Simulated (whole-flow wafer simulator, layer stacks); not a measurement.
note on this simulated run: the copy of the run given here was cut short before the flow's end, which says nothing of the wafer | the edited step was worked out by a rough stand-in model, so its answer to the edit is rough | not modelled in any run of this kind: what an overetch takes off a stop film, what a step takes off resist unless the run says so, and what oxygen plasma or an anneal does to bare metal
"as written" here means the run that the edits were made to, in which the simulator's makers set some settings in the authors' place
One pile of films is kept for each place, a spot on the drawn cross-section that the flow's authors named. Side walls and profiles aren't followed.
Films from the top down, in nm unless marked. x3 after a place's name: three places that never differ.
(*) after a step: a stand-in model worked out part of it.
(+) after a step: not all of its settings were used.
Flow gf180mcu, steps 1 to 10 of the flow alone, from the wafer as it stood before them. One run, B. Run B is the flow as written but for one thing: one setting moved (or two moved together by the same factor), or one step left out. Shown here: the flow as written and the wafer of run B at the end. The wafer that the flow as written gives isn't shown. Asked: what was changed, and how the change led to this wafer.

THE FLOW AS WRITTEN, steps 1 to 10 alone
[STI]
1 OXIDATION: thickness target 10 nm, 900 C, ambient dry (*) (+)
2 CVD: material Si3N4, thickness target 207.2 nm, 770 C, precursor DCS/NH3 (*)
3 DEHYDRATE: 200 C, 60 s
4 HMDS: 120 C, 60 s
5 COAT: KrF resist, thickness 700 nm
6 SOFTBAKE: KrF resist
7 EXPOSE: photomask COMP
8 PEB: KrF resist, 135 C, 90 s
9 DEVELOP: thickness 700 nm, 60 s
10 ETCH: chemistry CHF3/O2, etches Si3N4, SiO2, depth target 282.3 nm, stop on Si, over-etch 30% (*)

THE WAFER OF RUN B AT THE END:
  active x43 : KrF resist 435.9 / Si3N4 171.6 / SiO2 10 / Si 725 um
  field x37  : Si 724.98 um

The cause: step 2, CVD: 758 C was run, where the flow has 770 C.

How the change led to this, step by step:
  2 CVD: material Si3N4, thickness target 207.2 nm, 770 C, precursor DCS/NH3 (*)
      field x37, active x43: Si3N4 +171.6 (new film) (as written it would be: Si3N4 +207.2 (new film))
  10 ETCH: chemistry CHF3/O2, etches Si3N4, SiO2, depth target 282.3 nm, stop on Si, over-etch 30% (*)
      field x37: Si3N4 -171.6 (all of it), SiO2 -10 (all of it), Si -20.1 (as written it would be: Si3N4 -207.2 (all of it), SiO2 -10 (all of it), Si -13)
